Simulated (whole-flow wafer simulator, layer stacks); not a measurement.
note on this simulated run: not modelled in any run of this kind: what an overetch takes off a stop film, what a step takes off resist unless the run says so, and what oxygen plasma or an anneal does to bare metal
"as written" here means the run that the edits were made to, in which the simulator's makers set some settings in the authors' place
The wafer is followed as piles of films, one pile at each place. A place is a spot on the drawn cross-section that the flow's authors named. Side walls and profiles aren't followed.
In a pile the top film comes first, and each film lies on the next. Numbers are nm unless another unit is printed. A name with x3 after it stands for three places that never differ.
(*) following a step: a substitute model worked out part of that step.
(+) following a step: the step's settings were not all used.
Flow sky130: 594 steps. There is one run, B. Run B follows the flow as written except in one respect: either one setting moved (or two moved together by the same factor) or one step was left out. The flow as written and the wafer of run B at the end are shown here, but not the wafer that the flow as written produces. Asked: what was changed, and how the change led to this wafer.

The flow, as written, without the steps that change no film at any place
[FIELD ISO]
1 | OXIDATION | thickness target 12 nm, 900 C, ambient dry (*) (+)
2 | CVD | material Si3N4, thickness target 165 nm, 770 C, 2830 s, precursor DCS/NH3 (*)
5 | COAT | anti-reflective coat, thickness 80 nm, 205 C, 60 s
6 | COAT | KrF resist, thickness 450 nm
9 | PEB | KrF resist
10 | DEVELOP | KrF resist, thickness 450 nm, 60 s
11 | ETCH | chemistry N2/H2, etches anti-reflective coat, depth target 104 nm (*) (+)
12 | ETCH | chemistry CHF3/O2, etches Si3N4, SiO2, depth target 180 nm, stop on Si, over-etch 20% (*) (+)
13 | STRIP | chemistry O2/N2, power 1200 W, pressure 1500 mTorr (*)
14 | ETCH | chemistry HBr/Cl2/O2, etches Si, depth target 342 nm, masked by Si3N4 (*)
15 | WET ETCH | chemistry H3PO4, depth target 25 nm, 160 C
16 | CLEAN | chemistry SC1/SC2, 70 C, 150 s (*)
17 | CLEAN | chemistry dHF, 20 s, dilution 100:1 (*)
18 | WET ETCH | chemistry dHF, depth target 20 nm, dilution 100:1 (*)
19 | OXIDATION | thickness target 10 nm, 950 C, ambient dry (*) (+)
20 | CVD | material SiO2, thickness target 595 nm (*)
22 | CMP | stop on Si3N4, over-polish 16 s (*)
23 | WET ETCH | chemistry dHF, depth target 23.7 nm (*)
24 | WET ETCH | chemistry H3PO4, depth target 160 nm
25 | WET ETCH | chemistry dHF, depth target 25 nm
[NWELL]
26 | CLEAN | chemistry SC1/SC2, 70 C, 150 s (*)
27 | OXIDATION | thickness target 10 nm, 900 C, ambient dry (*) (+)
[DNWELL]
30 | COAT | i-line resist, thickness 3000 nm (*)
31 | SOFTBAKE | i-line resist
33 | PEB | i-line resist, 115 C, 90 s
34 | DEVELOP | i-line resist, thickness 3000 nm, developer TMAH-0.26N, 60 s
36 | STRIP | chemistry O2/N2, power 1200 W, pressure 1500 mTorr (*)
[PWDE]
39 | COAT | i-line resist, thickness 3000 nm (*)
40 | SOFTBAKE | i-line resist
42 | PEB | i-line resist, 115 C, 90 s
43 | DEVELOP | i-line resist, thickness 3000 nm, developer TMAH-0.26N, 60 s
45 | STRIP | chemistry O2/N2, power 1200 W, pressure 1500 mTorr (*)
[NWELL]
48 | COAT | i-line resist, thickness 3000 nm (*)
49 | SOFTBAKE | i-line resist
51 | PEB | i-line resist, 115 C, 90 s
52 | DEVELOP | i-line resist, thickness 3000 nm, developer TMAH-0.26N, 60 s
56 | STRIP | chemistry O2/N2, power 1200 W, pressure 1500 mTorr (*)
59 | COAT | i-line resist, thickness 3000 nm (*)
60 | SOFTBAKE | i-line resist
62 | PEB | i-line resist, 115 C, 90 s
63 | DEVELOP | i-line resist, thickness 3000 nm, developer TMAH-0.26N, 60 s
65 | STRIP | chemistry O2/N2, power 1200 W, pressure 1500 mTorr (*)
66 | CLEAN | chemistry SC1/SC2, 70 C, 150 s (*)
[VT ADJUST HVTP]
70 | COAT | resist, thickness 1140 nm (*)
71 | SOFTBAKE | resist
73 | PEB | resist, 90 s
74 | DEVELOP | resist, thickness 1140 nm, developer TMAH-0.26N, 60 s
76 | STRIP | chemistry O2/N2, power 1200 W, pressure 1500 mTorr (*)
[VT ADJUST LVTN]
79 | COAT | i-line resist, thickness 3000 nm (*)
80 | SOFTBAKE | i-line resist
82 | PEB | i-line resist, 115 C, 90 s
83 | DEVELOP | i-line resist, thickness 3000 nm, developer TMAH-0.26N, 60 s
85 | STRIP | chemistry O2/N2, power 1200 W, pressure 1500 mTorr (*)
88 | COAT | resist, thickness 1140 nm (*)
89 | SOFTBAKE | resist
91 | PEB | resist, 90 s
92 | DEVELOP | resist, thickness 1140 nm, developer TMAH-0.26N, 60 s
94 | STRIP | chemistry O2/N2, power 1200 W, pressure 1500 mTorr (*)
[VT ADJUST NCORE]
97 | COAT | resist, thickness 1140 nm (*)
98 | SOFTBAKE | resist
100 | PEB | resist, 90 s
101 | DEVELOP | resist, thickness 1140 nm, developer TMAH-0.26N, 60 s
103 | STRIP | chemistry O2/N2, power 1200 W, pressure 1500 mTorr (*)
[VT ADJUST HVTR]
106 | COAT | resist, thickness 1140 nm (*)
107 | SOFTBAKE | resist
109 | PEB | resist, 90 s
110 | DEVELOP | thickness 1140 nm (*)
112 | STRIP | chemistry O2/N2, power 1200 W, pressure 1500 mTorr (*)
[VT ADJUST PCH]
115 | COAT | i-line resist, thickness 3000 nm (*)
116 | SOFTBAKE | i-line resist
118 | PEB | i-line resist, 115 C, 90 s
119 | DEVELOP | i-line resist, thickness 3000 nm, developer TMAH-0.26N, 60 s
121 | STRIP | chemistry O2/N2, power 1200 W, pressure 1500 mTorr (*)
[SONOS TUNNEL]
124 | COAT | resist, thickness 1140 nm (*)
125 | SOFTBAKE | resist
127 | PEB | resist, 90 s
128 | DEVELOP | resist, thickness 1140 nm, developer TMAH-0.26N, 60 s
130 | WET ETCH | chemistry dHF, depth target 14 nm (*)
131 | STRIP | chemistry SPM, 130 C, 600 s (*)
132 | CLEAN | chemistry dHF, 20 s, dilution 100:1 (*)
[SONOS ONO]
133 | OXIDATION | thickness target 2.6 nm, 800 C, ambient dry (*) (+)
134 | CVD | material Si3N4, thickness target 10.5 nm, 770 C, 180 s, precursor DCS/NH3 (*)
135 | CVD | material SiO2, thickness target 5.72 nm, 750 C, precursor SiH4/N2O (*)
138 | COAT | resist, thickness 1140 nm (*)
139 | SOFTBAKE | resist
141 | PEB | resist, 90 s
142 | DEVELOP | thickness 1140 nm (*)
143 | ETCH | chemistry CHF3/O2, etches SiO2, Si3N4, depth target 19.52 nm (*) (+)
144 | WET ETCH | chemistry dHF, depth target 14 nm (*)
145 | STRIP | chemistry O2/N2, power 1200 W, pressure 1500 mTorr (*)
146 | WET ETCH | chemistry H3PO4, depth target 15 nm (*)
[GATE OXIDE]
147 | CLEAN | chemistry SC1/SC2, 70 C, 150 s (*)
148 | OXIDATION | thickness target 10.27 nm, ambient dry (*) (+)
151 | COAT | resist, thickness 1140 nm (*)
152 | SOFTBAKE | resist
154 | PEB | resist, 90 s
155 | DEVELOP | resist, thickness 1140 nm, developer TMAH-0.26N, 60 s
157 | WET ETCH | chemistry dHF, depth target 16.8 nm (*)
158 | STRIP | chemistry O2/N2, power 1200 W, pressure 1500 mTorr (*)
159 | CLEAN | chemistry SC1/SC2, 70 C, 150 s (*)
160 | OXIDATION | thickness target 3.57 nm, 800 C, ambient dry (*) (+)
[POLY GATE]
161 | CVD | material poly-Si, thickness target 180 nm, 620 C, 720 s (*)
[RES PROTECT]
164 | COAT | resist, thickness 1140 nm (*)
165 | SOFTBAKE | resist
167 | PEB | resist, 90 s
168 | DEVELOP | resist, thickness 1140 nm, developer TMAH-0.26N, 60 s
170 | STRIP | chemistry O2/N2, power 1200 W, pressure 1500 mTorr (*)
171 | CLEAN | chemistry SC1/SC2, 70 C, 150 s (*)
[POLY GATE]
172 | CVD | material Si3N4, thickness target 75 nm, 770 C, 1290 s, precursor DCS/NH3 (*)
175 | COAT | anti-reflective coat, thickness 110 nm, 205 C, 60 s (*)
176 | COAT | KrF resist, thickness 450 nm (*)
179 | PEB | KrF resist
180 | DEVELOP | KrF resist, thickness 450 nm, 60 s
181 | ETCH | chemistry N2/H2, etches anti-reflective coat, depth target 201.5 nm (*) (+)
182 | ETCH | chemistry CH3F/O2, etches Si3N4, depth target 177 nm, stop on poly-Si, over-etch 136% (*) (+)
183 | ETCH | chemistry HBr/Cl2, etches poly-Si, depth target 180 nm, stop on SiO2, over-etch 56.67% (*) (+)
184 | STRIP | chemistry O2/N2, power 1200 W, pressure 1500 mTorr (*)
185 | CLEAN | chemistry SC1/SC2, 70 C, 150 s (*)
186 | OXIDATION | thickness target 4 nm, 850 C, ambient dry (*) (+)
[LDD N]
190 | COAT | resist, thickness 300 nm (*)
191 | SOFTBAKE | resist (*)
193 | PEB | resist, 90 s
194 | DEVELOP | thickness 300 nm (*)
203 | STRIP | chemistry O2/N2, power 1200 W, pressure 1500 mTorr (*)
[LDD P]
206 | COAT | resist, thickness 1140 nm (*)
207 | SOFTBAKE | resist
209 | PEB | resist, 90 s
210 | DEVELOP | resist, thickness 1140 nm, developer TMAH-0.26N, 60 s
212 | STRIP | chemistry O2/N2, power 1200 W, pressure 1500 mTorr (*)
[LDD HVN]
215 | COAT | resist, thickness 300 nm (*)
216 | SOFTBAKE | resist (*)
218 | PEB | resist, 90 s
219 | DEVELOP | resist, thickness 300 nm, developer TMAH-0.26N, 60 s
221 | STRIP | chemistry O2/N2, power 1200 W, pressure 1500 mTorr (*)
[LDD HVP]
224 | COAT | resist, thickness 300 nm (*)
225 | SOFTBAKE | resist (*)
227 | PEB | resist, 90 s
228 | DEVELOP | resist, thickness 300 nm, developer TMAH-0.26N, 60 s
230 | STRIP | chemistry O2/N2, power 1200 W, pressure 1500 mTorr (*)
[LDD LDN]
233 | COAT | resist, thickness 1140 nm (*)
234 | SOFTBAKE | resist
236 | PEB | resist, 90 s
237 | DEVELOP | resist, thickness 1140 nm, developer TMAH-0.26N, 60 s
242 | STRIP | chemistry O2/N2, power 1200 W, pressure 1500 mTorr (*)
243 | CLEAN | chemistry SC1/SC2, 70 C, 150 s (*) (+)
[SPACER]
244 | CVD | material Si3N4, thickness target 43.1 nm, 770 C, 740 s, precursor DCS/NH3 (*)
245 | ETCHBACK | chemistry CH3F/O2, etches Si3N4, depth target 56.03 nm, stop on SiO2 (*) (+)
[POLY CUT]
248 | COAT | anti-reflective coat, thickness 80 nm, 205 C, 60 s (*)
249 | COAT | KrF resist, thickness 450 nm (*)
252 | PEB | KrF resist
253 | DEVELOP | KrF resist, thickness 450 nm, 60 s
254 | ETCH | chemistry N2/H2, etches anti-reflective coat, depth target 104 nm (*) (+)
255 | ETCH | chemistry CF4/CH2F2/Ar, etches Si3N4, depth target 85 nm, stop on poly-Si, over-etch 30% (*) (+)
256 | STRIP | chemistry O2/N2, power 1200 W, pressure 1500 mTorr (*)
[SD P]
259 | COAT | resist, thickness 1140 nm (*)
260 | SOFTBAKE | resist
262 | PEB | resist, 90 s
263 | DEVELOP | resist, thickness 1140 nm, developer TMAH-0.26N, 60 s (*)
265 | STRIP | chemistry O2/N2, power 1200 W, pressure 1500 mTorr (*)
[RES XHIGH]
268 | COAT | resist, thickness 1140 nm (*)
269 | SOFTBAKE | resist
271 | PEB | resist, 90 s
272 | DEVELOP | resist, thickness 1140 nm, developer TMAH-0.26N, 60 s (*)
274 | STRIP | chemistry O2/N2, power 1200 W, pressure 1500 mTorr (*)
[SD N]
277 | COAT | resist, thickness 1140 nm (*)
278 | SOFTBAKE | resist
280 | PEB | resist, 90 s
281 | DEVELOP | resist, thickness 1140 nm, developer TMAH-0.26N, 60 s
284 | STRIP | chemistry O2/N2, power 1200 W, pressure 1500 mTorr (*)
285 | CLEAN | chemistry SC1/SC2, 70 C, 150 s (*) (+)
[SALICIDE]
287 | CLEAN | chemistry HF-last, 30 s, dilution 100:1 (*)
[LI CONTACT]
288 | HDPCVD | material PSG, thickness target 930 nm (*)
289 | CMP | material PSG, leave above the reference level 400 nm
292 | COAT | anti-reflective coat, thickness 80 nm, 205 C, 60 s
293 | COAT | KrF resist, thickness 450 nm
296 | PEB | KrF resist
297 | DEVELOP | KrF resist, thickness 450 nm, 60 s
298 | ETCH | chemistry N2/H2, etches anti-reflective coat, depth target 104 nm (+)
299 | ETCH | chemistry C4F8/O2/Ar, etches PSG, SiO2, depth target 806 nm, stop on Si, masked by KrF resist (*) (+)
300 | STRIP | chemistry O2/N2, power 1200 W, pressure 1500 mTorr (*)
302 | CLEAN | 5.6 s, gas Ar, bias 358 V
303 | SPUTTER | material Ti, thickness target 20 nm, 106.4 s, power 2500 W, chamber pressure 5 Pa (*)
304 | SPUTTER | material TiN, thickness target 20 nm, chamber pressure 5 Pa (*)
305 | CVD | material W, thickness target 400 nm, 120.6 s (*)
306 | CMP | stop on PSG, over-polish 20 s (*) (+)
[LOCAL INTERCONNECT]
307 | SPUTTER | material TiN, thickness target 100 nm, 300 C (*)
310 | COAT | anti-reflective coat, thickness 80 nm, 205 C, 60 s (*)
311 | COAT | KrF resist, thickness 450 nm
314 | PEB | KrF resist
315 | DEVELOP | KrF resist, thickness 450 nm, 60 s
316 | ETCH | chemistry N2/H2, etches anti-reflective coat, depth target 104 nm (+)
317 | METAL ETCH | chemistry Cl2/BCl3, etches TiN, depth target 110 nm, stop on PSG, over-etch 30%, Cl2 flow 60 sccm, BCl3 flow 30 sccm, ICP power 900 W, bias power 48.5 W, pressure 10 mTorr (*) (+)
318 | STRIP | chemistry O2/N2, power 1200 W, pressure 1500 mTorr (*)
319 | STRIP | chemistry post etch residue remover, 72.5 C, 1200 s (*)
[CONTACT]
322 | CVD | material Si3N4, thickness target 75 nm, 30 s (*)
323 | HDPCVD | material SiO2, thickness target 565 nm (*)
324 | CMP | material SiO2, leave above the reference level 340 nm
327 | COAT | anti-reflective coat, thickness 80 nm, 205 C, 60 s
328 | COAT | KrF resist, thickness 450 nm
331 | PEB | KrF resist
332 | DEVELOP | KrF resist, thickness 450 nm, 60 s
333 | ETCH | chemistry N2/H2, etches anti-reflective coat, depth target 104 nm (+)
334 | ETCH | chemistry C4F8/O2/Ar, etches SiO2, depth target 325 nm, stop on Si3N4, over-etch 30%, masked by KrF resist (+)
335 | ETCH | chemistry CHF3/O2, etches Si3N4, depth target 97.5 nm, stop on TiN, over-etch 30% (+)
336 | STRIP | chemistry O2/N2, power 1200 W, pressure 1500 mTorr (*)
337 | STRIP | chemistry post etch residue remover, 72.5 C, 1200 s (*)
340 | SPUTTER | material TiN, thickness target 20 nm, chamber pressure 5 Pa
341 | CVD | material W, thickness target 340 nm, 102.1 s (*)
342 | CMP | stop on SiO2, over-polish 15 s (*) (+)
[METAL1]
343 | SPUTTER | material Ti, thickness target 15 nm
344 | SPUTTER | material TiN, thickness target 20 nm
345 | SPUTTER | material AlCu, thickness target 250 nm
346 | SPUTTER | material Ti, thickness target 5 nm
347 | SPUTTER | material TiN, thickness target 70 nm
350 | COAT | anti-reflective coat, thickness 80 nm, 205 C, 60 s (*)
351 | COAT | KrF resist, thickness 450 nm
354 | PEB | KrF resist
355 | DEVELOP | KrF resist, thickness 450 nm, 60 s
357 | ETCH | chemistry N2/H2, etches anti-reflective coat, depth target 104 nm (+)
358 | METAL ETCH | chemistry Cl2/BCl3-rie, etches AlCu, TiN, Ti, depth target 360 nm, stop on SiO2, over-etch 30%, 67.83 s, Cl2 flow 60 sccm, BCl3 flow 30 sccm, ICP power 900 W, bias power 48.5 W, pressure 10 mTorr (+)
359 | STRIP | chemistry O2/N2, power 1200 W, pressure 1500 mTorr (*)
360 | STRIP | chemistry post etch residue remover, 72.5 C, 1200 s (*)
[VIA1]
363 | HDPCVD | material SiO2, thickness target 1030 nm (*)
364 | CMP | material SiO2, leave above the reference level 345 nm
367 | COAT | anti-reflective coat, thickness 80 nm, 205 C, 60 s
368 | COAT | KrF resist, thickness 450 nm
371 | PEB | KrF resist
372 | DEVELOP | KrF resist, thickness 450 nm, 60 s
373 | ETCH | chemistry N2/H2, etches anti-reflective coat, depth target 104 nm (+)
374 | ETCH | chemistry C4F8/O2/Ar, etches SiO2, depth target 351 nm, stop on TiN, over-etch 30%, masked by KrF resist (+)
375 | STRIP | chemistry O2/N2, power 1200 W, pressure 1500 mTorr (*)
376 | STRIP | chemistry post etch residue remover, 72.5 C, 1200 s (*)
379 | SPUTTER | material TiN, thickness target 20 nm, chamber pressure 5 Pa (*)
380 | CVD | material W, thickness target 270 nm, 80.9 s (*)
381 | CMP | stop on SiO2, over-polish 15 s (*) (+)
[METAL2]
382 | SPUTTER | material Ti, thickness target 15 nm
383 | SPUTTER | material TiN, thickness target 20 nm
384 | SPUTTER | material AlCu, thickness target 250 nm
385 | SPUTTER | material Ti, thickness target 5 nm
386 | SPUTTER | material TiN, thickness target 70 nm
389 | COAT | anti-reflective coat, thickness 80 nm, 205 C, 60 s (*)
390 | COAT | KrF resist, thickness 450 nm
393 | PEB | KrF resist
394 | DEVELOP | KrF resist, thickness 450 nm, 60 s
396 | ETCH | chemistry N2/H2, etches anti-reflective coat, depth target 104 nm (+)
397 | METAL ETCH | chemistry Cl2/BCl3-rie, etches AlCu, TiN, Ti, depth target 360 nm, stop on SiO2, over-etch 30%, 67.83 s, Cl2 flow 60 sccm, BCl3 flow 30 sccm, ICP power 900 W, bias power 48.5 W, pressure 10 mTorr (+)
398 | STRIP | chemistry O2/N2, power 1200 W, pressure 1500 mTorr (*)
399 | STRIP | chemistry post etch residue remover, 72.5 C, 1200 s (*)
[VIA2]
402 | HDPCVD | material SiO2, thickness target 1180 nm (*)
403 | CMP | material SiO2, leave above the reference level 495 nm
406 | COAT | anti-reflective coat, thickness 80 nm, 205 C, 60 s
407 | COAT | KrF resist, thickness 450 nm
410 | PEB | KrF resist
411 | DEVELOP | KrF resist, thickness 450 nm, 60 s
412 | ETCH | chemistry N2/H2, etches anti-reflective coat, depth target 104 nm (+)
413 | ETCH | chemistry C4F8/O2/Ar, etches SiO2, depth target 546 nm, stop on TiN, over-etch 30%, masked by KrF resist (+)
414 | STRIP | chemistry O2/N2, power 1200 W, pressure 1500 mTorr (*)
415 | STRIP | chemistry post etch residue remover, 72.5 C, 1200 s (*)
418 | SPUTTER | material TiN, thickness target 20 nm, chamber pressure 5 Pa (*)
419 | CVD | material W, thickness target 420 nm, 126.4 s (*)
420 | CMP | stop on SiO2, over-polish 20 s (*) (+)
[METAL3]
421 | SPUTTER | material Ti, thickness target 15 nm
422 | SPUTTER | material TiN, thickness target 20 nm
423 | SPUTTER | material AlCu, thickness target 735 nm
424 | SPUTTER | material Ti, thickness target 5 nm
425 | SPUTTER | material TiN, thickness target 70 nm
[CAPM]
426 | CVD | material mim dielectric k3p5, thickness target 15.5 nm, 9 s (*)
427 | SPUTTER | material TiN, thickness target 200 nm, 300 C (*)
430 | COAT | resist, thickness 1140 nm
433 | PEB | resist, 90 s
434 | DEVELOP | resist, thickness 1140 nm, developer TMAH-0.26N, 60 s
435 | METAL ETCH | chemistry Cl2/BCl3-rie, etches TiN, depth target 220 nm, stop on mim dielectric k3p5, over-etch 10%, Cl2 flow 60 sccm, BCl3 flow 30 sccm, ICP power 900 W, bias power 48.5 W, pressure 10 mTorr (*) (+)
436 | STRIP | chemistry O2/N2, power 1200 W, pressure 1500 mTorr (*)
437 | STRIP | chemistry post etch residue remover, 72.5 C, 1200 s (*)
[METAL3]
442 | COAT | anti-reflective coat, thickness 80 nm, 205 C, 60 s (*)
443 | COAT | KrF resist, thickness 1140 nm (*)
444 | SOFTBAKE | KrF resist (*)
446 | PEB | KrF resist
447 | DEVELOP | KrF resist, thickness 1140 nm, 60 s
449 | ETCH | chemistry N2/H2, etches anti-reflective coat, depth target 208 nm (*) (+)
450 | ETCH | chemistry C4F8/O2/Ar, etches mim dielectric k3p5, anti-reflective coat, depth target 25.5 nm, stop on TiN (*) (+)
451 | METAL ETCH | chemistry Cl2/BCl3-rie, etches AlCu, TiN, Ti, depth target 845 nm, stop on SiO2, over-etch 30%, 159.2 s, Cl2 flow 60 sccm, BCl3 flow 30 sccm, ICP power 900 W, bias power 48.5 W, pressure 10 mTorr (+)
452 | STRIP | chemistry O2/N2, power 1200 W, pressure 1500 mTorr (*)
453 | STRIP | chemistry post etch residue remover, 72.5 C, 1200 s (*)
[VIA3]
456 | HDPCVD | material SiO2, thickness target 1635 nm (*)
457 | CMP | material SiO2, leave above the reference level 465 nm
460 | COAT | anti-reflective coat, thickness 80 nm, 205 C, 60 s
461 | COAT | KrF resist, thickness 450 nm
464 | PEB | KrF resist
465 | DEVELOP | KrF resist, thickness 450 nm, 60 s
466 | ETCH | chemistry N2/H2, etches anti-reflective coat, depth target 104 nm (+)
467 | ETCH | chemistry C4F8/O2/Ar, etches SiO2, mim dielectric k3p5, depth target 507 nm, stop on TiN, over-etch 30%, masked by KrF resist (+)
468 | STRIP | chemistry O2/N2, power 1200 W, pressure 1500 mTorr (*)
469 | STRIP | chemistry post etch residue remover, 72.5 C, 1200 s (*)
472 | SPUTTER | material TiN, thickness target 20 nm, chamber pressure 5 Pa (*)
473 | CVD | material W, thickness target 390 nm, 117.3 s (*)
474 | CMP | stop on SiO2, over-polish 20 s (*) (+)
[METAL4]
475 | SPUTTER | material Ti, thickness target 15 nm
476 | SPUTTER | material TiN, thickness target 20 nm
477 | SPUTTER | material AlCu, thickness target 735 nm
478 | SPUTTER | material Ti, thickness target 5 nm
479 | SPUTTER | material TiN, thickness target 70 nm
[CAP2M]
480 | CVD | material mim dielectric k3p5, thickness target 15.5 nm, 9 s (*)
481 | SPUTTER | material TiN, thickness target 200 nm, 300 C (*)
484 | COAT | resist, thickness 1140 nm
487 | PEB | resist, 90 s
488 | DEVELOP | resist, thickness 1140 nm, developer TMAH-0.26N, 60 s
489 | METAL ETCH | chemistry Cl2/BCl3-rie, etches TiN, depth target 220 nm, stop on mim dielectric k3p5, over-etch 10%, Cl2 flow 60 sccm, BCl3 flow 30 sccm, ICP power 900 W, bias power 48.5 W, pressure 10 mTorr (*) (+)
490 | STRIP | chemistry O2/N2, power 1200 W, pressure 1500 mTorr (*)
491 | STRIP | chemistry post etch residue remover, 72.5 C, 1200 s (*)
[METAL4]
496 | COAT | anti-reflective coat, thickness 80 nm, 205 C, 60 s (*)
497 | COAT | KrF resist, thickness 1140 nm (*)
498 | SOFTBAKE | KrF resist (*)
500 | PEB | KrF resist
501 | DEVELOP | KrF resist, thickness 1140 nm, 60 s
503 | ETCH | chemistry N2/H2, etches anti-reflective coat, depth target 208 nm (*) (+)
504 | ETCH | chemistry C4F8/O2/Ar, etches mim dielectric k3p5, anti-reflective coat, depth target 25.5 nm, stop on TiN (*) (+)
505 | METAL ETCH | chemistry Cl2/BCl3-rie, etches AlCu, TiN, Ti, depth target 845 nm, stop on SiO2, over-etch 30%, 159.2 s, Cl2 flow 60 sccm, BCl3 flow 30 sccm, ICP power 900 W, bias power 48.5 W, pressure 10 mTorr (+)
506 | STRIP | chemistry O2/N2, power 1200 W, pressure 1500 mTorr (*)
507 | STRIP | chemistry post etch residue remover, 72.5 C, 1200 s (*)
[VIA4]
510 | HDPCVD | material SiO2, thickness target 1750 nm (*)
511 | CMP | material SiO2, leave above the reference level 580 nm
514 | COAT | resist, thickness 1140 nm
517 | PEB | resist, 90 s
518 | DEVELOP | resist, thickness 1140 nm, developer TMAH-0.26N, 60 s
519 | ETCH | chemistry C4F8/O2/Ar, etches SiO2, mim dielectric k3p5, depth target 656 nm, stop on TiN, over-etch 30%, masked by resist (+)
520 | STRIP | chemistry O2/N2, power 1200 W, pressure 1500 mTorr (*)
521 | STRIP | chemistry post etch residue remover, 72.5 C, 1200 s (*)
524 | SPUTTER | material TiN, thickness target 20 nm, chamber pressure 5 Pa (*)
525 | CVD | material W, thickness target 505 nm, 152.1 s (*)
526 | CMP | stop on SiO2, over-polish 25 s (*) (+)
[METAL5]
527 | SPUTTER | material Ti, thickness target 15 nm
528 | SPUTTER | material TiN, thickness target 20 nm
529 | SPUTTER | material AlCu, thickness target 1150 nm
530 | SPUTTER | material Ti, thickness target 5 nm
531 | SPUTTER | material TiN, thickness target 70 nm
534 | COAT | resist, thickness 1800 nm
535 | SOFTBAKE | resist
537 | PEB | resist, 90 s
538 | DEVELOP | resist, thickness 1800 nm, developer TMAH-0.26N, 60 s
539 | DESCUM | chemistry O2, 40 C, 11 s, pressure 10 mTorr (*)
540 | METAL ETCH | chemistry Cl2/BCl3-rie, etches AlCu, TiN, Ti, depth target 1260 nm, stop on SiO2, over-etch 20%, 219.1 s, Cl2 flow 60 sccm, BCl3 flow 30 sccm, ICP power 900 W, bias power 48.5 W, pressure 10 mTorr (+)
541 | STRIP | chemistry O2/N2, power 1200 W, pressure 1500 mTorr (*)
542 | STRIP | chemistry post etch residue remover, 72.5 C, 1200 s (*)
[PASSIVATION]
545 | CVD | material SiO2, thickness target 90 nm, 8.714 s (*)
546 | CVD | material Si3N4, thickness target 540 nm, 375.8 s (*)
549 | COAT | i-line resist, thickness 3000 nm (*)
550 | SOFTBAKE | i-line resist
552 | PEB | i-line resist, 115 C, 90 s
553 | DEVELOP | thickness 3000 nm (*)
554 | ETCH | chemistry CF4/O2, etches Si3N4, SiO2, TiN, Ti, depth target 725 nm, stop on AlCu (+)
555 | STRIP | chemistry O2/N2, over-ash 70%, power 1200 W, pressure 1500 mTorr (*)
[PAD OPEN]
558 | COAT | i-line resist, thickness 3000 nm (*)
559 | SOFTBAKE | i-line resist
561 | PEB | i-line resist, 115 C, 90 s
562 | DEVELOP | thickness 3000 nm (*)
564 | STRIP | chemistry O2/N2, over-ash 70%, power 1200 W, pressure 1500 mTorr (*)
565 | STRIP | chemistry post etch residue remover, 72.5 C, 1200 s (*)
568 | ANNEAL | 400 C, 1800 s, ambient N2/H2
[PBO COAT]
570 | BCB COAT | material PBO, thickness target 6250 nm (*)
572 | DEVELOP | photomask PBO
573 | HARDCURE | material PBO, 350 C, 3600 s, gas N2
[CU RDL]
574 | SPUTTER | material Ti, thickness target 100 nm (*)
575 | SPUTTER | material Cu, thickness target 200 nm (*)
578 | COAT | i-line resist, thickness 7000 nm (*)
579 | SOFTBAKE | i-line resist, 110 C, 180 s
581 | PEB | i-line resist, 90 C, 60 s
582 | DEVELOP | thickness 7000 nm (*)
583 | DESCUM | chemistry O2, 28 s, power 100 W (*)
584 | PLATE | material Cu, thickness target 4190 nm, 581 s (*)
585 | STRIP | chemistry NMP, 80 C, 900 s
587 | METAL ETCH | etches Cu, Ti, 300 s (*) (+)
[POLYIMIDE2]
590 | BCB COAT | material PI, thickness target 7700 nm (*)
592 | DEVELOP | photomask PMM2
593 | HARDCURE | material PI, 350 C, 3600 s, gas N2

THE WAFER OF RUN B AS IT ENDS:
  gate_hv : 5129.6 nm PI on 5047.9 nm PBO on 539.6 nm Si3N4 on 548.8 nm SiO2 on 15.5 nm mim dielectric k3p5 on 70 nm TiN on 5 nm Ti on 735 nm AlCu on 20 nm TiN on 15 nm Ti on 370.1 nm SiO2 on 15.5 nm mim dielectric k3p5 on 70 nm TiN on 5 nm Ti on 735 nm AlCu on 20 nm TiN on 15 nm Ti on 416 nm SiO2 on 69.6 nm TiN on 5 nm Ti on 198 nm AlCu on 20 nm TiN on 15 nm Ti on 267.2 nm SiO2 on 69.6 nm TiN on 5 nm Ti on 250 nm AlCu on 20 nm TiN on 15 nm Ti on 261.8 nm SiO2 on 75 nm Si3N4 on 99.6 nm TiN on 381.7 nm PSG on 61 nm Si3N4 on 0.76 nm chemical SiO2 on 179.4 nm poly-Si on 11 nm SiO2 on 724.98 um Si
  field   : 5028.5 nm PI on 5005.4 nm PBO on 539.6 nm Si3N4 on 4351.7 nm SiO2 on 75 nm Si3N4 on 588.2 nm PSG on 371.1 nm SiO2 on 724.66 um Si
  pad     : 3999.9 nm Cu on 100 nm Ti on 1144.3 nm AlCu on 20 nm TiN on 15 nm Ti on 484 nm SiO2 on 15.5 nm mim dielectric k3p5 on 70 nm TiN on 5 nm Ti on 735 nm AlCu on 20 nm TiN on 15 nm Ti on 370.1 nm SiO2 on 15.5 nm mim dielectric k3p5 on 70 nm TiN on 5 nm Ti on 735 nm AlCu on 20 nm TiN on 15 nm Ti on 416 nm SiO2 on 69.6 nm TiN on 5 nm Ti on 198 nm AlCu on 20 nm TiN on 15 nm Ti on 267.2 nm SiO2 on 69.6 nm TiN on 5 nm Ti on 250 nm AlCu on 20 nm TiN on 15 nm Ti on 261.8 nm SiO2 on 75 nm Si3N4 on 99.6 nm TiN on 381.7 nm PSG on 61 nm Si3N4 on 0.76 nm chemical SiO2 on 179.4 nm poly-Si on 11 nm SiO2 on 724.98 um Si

Cause: step 384, SPUTTER: thickness target 198 nm was run, while the flow as written has thickness target 250 nm.
One can read it off the wafer: gate_hv has AlCu 198, and step 384 as written asks for 250 nm.

How this came from the change, step by step:
  384 | SPUTTER | material AlCu, thickness target 250 nm
      field, active, n_well and 188 more: AlCu gains 198 (new film) (as written it would have been: AlCu gains 250 (new film))
  397 | METAL ETCH | chemistry Cl2/BCl3-rie, etches AlCu, TiN, Ti, depth target 360 nm, stop on SiO2, over-etch 30%, 67.83 s, Cl2 flow 60 sccm, BCl3 flow 30 sccm, ICP power 900 W, bias power 48.5 W, pressure 10 mTorr (+)
      field, active, gate and 82 more: TiN loses 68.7 (all of it), Ti loses 5 (all of it), AlCu loses 198 (all of it), TiN loses 20 (all of it), Ti loses 15 (all of it), SiO2 loses 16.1 (as written it would have been: TiN loses 68.7 (all of it), Ti loses 5 (all of it), AlCu loses 250 (all of it), TiN loses 20 (all of it), Ti loses 15 (all of it), SiO2 loses 10.9)
  403 | CMP | material SiO2, leave above the reference level 495 nm
      field, active, gate and 82 more: SiO2 loses 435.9 (as written it would have been: SiO2 loses 389.1)
